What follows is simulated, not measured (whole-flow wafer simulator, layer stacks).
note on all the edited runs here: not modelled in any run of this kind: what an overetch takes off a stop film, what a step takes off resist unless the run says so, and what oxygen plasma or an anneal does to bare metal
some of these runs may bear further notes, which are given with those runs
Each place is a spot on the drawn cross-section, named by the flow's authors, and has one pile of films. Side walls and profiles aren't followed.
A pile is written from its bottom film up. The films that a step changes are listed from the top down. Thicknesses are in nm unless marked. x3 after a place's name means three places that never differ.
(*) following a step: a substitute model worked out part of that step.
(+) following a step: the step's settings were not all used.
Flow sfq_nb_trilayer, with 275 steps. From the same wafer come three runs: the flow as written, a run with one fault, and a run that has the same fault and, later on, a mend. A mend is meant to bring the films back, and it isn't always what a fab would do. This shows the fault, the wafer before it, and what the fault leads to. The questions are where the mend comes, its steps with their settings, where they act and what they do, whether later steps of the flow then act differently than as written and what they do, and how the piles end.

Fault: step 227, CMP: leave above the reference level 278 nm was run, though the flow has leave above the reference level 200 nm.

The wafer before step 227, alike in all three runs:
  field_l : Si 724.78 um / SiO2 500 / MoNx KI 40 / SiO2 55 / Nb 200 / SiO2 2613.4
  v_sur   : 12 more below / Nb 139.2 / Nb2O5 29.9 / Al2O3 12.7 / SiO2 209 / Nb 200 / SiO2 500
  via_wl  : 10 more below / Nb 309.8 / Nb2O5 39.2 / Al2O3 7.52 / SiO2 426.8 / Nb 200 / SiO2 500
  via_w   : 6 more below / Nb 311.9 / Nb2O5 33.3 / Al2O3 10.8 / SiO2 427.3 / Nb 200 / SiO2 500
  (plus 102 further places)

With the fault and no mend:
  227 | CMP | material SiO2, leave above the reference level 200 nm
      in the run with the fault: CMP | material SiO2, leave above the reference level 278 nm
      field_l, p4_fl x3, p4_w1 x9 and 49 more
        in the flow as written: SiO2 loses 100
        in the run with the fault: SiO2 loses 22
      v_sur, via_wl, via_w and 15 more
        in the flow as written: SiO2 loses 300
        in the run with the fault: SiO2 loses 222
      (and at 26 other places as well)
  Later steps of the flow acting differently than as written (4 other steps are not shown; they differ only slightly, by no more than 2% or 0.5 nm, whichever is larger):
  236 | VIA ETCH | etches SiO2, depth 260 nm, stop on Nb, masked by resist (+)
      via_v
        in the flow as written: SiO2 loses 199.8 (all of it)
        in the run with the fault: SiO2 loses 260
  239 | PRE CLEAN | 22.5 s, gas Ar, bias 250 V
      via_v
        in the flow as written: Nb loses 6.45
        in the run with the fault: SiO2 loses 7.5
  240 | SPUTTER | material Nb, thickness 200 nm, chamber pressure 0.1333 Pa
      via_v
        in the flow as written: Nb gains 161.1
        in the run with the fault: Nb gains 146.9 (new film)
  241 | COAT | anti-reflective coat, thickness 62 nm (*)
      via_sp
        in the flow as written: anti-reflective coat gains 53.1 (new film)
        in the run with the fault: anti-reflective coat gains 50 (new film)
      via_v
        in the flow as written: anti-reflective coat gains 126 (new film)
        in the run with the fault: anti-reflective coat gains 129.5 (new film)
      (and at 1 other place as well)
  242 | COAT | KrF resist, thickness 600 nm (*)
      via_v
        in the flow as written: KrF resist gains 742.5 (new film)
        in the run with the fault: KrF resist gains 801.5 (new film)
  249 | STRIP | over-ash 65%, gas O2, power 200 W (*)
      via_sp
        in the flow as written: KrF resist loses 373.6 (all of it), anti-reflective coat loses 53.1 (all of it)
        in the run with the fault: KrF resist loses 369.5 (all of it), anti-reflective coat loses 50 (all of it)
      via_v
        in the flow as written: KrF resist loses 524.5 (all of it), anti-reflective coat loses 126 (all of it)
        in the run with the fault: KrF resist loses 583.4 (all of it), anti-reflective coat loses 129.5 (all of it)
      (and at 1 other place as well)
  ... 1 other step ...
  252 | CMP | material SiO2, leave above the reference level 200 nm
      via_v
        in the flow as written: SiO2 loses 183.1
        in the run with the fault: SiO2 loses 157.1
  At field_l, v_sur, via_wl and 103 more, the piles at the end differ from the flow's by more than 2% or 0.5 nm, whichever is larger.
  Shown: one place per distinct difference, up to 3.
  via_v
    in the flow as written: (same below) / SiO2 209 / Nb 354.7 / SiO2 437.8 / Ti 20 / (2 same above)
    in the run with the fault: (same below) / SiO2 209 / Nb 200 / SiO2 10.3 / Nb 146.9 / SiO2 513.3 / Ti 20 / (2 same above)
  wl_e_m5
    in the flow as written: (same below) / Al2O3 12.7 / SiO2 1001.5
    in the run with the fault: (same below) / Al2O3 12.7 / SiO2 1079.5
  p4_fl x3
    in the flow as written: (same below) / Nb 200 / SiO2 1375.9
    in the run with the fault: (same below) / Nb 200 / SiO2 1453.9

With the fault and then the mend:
  After step 234 comes the mend.
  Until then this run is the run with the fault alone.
  234a | STRIP | over-ash 65%, gas O2, power 200 W (*)
      field_l, v_sur, via_wl and 102 more
        KrF resist loses 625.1 (all of it), anti-reflective coat loses 62 (all of it)
      via_v
        anti-reflective coat loses 62 (all of it)
  234b | CMP | material SiO2, leave above the reference level 200 nm (a further turn of the flow's step 227)
      field_l, v_sur, via_wl and 103 more
        SiO2 loses 78
  234c | COAT | anti-reflective coat, thickness 62 nm (a further turn of the flow's step 229)
      field_l, v_sur, via_wl and 103 more
        anti-reflective coat gains 62 (new film)
  234d | COAT | KrF resist, thickness 650 nm (a further turn of the flow's step 230)
      field_l, v_sur, via_wl and 103 more
        KrF resist gains 650 (new film)
  234e | SOFTBAKE | KrF resist (a further turn of the flow's step 231)
      leaves every film unchanged at each place that is followed
  234f | EXPOSE | photomask I6, dose 11.91 mJ/cm2, NA 0.6, wavelength 248 nm (*) (a further turn of the flow's step 232)
      leaves every film unchanged at each place that is followed
  234g | PEB | KrF resist, 90 s (a further turn of the flow's step 233)
      field_l, v_sur, via_wl and 103 more
        KrF resist loses 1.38
  234h | DEVELOP | KrF resist, thickness 650 nm, 60 s (a further turn of the flow's step 234)
      field_l, v_sur, via_wl and 102 more
        KrF resist loses 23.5
      via_v
        KrF resist loses 648.6 (all of it)
  Every later step of the flow that is run acts as written at every place that is followed.
  At every place that both follow, the piles at the end match the flow's.
